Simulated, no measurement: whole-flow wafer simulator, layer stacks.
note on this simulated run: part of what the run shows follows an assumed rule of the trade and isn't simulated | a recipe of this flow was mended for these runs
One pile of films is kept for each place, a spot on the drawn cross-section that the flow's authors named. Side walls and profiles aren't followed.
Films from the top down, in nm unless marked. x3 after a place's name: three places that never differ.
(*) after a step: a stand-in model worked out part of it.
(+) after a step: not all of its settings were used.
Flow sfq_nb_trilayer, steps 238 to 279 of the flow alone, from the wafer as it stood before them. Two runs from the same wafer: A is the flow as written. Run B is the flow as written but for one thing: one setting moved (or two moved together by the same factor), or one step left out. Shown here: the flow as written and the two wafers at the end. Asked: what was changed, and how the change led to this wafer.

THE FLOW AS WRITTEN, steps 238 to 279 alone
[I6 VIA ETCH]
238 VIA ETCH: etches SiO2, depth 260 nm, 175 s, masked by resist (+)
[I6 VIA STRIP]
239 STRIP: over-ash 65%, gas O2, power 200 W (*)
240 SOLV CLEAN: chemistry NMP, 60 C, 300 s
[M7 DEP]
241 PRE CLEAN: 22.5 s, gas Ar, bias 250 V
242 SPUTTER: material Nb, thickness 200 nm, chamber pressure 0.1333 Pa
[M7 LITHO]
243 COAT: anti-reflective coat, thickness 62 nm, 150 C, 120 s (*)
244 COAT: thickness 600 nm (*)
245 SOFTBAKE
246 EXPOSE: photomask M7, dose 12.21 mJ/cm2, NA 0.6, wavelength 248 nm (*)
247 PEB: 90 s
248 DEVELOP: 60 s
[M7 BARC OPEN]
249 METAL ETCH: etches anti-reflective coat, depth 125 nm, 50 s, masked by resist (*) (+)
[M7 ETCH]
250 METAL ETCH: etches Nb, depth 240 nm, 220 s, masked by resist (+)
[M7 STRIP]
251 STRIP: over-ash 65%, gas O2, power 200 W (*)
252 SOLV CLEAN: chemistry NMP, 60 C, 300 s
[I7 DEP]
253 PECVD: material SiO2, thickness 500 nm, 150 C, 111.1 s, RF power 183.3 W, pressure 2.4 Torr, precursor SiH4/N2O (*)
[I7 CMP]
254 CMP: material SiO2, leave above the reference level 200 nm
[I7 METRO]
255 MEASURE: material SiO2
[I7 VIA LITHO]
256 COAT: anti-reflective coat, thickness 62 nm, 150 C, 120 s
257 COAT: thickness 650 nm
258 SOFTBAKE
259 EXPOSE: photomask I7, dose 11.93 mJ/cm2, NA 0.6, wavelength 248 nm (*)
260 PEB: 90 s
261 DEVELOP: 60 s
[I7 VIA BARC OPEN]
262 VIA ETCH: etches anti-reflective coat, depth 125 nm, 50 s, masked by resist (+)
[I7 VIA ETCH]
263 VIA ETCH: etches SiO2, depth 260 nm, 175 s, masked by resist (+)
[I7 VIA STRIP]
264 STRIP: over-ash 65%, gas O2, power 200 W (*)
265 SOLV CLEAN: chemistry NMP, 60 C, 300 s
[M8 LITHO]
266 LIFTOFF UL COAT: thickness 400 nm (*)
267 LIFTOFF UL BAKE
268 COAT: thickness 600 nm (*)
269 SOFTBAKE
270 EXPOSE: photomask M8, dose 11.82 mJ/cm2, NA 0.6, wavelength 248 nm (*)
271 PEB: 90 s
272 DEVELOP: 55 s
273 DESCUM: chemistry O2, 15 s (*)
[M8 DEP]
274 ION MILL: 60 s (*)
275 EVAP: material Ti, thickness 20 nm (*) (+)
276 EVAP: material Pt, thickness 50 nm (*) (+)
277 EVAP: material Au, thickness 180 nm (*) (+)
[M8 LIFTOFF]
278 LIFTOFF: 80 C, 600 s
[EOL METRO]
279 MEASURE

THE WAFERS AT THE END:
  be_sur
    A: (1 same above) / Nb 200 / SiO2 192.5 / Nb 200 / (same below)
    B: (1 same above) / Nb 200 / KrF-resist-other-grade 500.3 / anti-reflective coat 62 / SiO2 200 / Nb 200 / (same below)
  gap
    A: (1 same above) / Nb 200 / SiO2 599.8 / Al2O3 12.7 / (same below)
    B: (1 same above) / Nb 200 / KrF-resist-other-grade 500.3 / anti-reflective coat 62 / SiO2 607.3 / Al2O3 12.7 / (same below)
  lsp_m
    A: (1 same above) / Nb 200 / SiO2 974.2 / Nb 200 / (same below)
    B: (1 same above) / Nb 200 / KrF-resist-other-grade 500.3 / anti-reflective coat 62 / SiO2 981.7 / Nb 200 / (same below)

The cause: step 239, STRIP: over-ash 65%, gas O2, power 200 W (*), was left out.

How the change led to this, step by step:
  241 PRE CLEAN: 22.5 s, gas Ar, bias 250 V
      field_l, v_sur, via_wl and 102 more: A SiO2 -7.5 | B KrF-resist-other-grade -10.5
  242 SPUTTER: material Nb, thickness 200 nm, chamber pressure 0.1333 Pa
      via_v: A Nb +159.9 | B Nb +72.4
  243 COAT: anti-reflective coat, thickness 62 nm, 150 C, 120 s (*)
      v_sur: A anti-reflective coat +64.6 (new film) | B anti-reflective coat +62.2 (new film)
      via_wl: A anti-reflective coat +67.5 (new film) | B anti-reflective coat +63.6 (new film)
      (and at 8 more places)
  244 COAT: thickness 600 nm (*)
      via_sp: A KrF-resist-other-grade +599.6 (new film) | B KrF-resist-other-grade +564.9 (new film)
      via_v: A KrF-resist-other-grade +742.2 (new film) | B KrF-resist-other-grade +1233.5 (new film)
      (and at 1 more place)
  247 PEB: 90 s
      via_v: A KrF-resist-other-grade -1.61 | B KrF-resist-other-grade -3.25
  250 METAL ETCH: etches Nb, depth 240 nm, 220 s, masked by resist (+)
      field_l, field_r, lsp_l and 62 more: A Nb -200 (all of it), SiO2 -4 | B Nb -200 (all of it), KrF-resist-other-grade -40
  251 STRIP: over-ash 65%, gas O2, power 200 W (*)
      field_l, field_r, lsp_l and 62 more: A nothing | B KrF-resist-other-grade -460.3 (all of it), anti-reflective coat -62 (all of it)
      v_sur: A KrF-resist-other-grade -360.6 (all of it), anti-reflective coat -64.6 (all of it) | B KrF-resist-other-grade -356 (all of it), anti-reflective coat -62.2 (all of it)
      (and at 9 more places)
  253 PECVD: material SiO2, thickness 500 nm, 150 C, 111.1 s, RF power 183.3 W, pressure 2.4 Torr, precursor SiH4/N2O (*)
      via_v: A SiO2 +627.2 (new film) | B SiO2 +208.1 (new film), void +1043 (new film), SiO2 +150.3 (new film)
      field_r, lsp_l: A SiO2 +477.2 | B SiO2 +342.1
      (and at 4 more places)
  254 CMP: material SiO2, leave above the reference level 200 nm
      field_l, p4_fl, p4_fm and 56 more: A SiO2 -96 | B nothing
      field_r, lsp_l: A SiO2 -73.2 | B nothing
      (and at 5 more places)
  256 COAT: anti-reflective coat, thickness 62 nm, 150 C, 120 s
      m0r_line_l, m0r_line_r, m6r_line_l, m6r_line_r: A anti-reflective coat +62 (new film) | B anti-reflective coat +15.8 (new film)
      m0r_space_l, m0r_space_r, m6r_space_l, m6r_space_r: A anti-reflective coat +62 (new film) | B anti-reflective coat +171.6 (new film)
      (and at 97 more places)
  257 COAT: thickness 650 nm
      m0r_line_l, m0r_line_r, m6r_line_l, m6r_line_r: A KrF-resist-other-grade +650 (new film) | B KrF-resist-other-grade +899.2 (new film)
      m0r_space_l, m0r_space_r, m6r_space_l, m6r_space_r: A KrF-resist-other-grade +650 (new film) | B KrF-resist-other-grade +768.4 (new film)
      (and at 92 more places)
  260 PEB: 90 s
      m0r_line_l, m0r_line_r, m6r_line_l, m6r_line_r: A KrF-resist-other-grade -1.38 | B KrF-resist-other-grade -2.02
      m5r_linepad_l, m5r_linepad_r: A KrF-resist-other-grade -1.38 | B KrF-resist-other-grade -0.86
      (and at 6 more places)
  261 DEVELOP: 60 s
      via_wl: A KrF-resist-other-grade -648.6 (all of it) | B KrF-resist-other-grade -549.9 (all of it)
      via_w: A KrF-resist-other-grade -648.6 (all of it) | B KrF-resist-other-grade -559.1 (all of it)
      (and at 1 more place)
  262 VIA ETCH: etches anti-reflective coat, depth 125 nm, 50 s, masked by resist (+)
      via_wl: A anti-reflective coat -62 (all of it), SiO2 -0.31 | B anti-reflective coat -38.7 (all of it), SiO2 -0.43
      via_w: A anti-reflective coat -62 (all of it), SiO2 -0.31 | B anti-reflective coat -38.9 (all of it), SiO2 -0.43
      (and at 1 more place)
  264 STRIP: over-ash 65%, gas O2, power 200 W (*)
      m0r_line_l, m0r_line_r, m6r_line_l, m6r_line_r: A KrF-resist-other-grade -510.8 (all of it), anti-reflective coat -62 (all of it) | B KrF-resist-other-grade -759.4 (all of it), anti-reflective coat -15.8 (all of it)
      m0r_space_l, m0r_space_r, m6r_space_l, m6r_space_r: A KrF-resist-other-grade -510.8 (all of it), anti-reflective coat -62 (all of it) | B KrF-resist-other-grade -628.9 (all of it), anti-reflective coat -171.6 (all of it)
      (and at 94 more places)
  266 LIFTOFF UL COAT: thickness 400 nm (*)
      m0r_line_l, m0r_line_r, m6r_line_l, m6r_line_r: A lift-off-underlayer +400 (new film) | B lift-off-underlayer +547.1 (new film)
      m0r_space_l, m0r_space_r, m6r_space_l, m6r_space_r: A lift-off-underlayer +400 (new film) | B lift-off-underlayer +598.6 (new film)
      (and at 92 more places)
  ... 2 more steps ...
  278 LIFTOFF: 80 C, 600 s
      m0r_line_l, m0r_line_r, m6r_line_l, m6r_line_r: A Au -180 (all of it), Pt -50 (all of it), Ti -20 (all of it), KrF-resist-other-grade -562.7 (all of it), lift-off-underlayer -400 (all of it) | B Au -180 (all of it), Pt -50 (all of it), Ti -20 (all of it), KrF-resist-other-grade -616.3 (all of it), lift-off-underlayer -547.1 (all of it)
      m0r_space_l, m0r_space_r, m6r_space_l, m6r_space_r: A Au -180 (all of it), Pt -50 (all of it), Ti -20 (all of it), KrF-resist-other-grade -562.7 (all of it), lift-off-underlayer -400 (all of it) | B Au -180 (all of it), Pt -50 (all of it), Ti -20 (all of it), KrF-resist-other-grade -575.6 (all of it), lift-off-underlayer -598.6 (all of it)
      (and at 87 more places)
